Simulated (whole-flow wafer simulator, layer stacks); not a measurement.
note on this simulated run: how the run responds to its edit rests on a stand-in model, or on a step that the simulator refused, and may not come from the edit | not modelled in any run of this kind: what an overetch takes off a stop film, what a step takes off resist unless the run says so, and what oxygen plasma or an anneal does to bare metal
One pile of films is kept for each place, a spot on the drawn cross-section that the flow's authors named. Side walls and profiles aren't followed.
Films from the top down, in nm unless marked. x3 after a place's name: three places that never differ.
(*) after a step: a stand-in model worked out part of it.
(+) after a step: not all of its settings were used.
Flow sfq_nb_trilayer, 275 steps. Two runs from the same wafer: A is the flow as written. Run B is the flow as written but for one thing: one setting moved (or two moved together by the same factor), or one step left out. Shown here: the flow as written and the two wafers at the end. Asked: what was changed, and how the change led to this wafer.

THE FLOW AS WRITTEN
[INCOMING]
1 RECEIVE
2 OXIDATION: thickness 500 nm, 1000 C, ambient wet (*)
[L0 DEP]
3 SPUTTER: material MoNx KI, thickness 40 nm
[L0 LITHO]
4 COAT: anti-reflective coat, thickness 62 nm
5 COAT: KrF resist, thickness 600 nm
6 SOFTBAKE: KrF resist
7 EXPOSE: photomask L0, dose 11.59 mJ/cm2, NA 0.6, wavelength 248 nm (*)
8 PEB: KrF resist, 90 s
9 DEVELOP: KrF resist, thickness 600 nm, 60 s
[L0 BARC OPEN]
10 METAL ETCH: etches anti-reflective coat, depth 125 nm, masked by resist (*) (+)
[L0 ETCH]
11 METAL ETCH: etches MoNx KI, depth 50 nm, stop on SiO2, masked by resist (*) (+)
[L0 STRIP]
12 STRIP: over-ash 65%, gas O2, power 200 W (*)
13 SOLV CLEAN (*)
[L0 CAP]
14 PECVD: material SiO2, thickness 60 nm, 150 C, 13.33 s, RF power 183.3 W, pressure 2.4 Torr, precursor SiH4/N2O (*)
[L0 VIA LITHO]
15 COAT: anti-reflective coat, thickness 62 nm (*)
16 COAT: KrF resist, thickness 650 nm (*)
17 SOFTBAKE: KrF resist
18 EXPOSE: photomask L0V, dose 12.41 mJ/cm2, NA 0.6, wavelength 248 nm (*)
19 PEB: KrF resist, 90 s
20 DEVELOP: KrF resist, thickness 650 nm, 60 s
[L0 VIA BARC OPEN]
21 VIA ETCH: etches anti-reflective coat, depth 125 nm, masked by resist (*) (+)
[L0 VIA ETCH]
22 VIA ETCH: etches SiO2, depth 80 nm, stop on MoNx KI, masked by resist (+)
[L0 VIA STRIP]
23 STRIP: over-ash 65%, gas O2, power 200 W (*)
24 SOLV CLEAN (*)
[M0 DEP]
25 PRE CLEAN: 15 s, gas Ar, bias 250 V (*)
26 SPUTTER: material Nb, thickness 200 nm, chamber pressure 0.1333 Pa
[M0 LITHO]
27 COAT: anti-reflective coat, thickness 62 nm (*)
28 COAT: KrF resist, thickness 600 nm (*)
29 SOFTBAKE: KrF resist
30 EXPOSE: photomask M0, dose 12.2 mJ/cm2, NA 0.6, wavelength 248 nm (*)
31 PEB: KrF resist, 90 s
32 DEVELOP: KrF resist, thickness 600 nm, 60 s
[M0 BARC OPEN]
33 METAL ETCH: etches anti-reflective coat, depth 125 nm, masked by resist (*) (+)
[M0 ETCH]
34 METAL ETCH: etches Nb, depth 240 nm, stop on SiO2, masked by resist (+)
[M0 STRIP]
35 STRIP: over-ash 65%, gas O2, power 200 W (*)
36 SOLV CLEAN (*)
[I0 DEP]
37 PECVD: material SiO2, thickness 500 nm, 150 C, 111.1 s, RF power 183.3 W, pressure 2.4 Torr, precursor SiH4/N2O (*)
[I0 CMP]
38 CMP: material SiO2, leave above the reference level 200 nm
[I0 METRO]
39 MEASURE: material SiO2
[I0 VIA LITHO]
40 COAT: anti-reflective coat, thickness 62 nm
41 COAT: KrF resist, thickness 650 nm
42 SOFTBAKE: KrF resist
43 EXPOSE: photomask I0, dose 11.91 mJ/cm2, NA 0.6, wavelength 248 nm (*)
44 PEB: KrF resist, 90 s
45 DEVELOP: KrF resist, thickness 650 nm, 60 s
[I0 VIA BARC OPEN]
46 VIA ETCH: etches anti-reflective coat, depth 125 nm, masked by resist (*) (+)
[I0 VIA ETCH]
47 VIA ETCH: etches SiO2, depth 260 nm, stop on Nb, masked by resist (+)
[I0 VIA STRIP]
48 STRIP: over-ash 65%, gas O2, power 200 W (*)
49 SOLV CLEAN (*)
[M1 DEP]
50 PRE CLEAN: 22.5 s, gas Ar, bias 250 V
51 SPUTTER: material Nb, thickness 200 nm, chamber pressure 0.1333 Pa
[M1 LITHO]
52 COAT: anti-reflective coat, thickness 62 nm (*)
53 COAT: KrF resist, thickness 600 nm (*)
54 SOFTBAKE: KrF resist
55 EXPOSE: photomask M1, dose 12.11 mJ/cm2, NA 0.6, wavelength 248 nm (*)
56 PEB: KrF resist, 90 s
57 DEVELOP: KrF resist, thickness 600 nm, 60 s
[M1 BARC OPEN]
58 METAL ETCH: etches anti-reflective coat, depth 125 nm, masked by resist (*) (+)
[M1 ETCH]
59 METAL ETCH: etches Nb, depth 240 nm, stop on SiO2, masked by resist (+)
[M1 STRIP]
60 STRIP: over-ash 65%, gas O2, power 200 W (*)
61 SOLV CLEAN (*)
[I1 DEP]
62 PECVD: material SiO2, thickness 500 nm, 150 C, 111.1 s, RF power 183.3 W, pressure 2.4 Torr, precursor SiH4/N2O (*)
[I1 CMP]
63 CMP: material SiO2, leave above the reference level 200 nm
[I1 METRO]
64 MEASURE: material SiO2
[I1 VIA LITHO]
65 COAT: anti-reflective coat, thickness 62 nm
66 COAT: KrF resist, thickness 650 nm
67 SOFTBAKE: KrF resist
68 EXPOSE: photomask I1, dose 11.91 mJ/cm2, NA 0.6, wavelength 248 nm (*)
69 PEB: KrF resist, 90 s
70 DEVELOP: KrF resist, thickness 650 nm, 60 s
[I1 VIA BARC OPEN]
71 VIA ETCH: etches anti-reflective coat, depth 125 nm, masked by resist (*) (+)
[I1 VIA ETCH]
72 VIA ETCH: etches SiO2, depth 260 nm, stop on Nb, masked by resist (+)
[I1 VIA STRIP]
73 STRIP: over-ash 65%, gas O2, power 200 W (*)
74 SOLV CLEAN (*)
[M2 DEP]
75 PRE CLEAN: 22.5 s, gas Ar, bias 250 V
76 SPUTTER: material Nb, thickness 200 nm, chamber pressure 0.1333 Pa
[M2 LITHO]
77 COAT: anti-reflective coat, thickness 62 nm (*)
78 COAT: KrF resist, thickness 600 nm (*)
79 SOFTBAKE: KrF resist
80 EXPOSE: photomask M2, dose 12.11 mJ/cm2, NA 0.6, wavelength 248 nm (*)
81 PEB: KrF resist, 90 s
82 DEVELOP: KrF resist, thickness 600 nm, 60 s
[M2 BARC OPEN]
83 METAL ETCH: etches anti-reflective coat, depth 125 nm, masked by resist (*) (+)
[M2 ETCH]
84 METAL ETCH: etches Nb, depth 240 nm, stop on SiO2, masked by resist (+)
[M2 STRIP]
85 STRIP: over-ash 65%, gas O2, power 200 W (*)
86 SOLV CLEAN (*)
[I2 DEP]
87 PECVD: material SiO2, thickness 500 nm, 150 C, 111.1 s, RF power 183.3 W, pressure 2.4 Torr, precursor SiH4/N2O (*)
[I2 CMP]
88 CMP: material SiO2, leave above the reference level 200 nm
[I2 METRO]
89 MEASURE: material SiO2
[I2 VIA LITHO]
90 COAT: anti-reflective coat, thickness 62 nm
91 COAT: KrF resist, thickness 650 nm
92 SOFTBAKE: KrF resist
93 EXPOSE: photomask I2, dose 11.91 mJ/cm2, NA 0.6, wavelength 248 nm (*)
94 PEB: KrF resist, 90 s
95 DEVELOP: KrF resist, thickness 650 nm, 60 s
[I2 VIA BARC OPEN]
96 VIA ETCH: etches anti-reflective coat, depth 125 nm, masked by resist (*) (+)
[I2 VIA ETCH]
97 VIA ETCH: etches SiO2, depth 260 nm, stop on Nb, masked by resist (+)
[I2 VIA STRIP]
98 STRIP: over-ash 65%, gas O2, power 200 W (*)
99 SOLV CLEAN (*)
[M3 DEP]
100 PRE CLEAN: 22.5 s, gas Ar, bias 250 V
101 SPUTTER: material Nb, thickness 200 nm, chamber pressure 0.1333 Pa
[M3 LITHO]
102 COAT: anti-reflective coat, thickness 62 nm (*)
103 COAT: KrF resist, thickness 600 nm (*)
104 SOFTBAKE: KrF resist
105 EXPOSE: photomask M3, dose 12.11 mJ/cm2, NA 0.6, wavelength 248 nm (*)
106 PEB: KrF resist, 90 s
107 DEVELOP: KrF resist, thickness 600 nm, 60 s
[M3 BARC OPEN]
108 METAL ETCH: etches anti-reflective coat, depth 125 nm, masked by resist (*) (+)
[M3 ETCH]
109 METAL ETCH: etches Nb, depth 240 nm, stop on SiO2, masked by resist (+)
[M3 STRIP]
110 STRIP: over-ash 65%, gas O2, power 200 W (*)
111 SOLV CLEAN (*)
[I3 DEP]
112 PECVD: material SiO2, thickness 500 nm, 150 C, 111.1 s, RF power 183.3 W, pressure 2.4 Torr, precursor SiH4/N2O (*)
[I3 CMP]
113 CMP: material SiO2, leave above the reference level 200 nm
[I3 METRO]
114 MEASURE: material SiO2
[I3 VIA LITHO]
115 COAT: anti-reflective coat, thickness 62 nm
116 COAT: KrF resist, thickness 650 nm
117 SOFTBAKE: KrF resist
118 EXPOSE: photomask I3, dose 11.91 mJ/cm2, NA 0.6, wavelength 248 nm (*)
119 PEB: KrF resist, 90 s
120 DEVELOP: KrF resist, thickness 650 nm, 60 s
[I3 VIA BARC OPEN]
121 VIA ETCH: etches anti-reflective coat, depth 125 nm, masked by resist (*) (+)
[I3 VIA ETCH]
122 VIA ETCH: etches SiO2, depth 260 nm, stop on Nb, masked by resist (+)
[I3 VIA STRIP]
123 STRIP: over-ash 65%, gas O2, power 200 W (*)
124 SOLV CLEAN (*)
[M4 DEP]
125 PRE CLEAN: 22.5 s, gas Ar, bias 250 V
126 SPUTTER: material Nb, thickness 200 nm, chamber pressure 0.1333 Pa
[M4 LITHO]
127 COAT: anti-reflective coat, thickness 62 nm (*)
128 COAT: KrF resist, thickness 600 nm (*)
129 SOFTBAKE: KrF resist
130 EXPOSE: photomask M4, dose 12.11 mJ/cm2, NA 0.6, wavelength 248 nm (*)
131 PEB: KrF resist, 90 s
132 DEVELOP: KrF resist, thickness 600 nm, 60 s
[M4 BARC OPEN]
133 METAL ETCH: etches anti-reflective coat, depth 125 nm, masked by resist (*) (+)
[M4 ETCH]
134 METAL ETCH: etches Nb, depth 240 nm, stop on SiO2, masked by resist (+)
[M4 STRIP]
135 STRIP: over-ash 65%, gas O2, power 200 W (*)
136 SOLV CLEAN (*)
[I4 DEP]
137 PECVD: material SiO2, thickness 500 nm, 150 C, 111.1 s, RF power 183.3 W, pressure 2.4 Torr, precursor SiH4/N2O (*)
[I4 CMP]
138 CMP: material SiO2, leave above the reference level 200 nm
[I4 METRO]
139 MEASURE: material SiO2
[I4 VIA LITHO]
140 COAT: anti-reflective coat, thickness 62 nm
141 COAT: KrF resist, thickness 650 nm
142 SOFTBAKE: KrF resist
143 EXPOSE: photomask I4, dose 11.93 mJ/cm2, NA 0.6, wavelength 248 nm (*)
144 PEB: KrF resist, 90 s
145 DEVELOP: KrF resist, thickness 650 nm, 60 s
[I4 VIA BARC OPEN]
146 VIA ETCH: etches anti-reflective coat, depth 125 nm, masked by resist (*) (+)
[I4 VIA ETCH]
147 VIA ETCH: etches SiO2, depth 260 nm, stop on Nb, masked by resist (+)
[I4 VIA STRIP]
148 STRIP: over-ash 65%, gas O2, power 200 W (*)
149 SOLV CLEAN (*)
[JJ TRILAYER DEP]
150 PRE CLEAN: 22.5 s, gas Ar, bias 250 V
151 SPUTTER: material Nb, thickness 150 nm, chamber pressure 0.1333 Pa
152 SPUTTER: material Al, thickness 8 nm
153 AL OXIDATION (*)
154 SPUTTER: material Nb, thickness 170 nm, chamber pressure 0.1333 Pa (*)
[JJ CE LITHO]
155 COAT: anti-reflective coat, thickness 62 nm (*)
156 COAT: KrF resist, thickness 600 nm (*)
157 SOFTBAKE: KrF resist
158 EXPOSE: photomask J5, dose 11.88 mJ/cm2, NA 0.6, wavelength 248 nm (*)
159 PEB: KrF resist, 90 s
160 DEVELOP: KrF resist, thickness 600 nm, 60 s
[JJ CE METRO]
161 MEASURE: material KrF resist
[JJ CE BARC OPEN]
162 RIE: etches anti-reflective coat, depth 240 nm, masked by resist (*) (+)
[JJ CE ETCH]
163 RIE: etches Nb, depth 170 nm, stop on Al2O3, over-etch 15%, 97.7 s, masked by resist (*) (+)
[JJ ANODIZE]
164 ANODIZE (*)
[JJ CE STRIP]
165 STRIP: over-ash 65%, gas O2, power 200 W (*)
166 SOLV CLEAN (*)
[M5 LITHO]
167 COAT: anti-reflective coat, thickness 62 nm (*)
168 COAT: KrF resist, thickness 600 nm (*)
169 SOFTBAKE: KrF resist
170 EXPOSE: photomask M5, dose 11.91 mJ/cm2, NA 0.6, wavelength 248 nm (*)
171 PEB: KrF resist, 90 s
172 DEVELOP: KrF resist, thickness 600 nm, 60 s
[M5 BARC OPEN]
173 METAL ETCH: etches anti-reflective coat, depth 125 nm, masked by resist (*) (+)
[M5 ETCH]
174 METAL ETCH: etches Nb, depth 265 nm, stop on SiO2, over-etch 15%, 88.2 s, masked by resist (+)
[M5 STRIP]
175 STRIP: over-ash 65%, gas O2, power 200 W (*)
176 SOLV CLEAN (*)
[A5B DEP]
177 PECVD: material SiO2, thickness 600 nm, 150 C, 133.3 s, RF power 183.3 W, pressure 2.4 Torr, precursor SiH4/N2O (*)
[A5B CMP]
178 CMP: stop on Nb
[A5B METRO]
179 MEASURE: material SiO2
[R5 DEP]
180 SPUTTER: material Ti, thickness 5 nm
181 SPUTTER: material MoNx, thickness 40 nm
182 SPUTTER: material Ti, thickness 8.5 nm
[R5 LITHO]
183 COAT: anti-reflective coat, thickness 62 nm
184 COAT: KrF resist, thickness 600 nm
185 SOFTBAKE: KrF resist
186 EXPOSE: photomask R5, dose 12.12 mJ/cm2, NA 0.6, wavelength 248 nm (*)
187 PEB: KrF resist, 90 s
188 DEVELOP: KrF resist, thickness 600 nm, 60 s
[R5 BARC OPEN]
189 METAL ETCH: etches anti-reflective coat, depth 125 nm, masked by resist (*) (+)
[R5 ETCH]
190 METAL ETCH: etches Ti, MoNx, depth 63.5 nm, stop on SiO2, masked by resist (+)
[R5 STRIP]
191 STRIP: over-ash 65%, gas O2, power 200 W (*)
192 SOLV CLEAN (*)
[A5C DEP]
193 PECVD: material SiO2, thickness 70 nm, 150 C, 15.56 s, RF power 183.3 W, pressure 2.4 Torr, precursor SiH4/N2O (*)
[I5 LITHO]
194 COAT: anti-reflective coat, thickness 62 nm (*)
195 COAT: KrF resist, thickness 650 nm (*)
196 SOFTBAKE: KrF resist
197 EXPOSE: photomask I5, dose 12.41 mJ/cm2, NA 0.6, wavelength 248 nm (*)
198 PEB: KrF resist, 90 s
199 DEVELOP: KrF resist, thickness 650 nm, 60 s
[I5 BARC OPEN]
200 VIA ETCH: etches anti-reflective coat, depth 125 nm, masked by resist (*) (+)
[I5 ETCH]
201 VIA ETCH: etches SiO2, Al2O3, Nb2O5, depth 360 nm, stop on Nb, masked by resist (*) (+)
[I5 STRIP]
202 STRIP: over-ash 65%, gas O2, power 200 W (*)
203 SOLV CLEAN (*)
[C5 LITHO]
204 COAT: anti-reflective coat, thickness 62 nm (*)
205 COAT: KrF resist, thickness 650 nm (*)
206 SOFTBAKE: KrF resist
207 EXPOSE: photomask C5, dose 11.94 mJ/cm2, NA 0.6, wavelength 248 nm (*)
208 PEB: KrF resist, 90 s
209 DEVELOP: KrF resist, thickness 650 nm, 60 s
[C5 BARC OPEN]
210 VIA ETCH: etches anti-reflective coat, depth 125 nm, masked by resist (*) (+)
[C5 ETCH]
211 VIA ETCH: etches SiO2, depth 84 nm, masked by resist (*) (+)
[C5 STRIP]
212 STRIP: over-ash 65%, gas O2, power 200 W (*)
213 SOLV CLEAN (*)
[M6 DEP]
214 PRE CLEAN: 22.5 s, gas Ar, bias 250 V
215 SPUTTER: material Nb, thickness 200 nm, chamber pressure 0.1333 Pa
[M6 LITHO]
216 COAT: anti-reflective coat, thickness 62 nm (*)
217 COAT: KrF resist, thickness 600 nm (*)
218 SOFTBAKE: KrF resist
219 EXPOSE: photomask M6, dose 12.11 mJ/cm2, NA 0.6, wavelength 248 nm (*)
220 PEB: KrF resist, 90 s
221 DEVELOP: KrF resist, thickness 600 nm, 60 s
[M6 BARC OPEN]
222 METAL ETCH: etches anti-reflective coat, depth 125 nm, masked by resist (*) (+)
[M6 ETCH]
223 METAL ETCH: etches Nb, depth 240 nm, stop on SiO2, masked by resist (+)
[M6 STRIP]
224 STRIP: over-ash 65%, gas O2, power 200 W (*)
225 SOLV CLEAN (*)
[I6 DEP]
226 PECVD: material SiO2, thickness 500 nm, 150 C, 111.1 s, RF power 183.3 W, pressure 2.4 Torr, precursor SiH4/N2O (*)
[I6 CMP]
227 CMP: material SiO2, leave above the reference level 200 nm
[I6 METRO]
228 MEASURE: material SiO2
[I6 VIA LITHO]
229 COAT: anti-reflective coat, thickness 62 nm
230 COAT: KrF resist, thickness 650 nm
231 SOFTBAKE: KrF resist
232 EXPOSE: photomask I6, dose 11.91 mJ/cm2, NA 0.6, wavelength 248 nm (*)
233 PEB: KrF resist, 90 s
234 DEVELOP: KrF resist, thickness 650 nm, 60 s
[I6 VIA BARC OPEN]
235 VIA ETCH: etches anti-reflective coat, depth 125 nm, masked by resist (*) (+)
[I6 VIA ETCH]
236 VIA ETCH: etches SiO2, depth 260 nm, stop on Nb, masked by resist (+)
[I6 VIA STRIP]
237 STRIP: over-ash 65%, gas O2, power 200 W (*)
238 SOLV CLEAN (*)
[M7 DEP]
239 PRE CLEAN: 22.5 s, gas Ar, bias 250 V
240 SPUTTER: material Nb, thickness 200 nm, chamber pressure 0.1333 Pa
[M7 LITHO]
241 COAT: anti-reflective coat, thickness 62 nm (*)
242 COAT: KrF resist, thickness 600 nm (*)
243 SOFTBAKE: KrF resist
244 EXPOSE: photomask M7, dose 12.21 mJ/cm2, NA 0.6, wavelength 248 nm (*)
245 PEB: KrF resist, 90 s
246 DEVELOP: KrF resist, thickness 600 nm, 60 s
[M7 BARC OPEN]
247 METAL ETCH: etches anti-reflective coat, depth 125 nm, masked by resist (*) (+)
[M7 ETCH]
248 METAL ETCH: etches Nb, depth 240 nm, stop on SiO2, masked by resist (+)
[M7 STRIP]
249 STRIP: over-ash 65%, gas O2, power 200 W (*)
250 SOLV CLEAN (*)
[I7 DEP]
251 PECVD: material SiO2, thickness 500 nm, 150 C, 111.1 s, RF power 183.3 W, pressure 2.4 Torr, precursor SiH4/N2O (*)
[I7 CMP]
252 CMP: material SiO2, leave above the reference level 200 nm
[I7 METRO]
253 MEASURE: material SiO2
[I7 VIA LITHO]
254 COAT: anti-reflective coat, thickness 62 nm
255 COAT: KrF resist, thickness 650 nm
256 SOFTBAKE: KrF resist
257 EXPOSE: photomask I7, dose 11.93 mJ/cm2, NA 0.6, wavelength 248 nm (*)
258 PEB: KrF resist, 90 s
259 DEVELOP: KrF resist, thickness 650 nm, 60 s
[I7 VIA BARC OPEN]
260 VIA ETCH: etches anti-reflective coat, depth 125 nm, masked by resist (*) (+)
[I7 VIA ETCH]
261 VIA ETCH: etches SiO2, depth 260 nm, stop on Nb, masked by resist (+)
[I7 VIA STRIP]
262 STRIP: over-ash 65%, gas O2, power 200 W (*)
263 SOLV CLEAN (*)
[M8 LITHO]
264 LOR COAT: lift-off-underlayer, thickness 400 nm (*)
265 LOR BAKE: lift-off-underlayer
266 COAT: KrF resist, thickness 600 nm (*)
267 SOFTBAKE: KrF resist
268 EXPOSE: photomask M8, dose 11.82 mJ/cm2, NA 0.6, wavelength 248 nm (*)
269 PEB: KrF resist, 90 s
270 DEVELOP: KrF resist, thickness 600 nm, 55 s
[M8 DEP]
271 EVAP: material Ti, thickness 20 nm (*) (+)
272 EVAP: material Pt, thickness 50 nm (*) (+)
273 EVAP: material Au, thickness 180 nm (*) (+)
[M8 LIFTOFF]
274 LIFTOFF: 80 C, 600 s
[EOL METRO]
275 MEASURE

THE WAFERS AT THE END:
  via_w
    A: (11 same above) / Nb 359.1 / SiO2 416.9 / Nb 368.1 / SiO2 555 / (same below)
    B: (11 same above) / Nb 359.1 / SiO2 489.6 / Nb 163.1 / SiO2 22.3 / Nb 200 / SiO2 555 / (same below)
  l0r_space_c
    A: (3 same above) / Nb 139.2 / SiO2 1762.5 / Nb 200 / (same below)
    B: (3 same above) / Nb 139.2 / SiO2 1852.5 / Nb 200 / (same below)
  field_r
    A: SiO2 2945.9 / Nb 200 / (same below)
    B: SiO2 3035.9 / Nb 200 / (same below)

The cause: step 38, CMP: leave above the reference level 290 nm was run, where the flow has leave above the reference level 200 nm.

How the change led to this, step by step:
  38 CMP: material SiO2, leave above the reference level 200 nm
      v_sur, via_wl, via_w and 94 more: A SiO2 -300 | B SiO2 -210
      field_l, l0_sur, l0r_line_l, l0r_line_c, l0r_line_r: A SiO2 -340 | B SiO2 -250
      (and at 4 more places)
  47 VIA ETCH: etches SiO2, depth 260 nm, stop on Nb, masked by resist (+)
      via_w: A SiO2 -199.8 (all of it) | B SiO2 -260
  50 PRE CLEAN: 22.5 s, gas Ar, bias 250 V
      via_w: A Nb -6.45 | B SiO2 -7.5
  51 SPUTTER: material Nb, thickness 200 nm, chamber pressure 0.1333 Pa
      via_w: A Nb +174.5 | B Nb +163.1 (new film)
  52 COAT: anti-reflective coat, thickness 62 nm (*)
      via_w: A anti-reflective coat +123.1 (new film) | B anti-reflective coat +136.1 (new film)
      via_wr: A anti-reflective coat +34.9 (new film) | B anti-reflective coat +33.2 (new film)
  53 COAT: KrF resist, thickness 600 nm (*)
      via_w: A KrF resist +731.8 (new film) | B KrF resist +781.6 (new film)
  60 STRIP: over-ash 65%, gas O2, power 200 W (*)
      via_w: A KrF resist -513.8 (all of it), anti-reflective coat -123.1 (all of it) | B KrF resist -563.6 (all of it), anti-reflective coat -136.1 (all of it)
      via_wr: A KrF resist -384.4 (all of it), anti-reflective coat -34.9 (all of it) | B KrF resist -378.6 (all of it), anti-reflective coat -33.2 (all of it)
  62 PECVD: material SiO2, thickness 500 nm, 150 C, 111.1 s, RF power 183.3 W, pressure 2.4 Torr, precursor SiH4/N2O (*)
      via_w: A SiO2 +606 (new film) | B SiO2 +678.7 (new film)
Counting metal films that touch as one body, via_w has 6 bodies (between them, from the top down: SiO2 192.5; SiO2 427.3 / Al2O3 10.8 / Nb2O5 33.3; SiO2 425.9; SiO2 489.6; SiO2 22.3); the flow as written gives 5 bodies (between them, from the top down: SiO2 192.5; SiO2 427.3 / Al2O3 10.8 / Nb2O5 33.3; SiO2 425.9; SiO2 416.9).
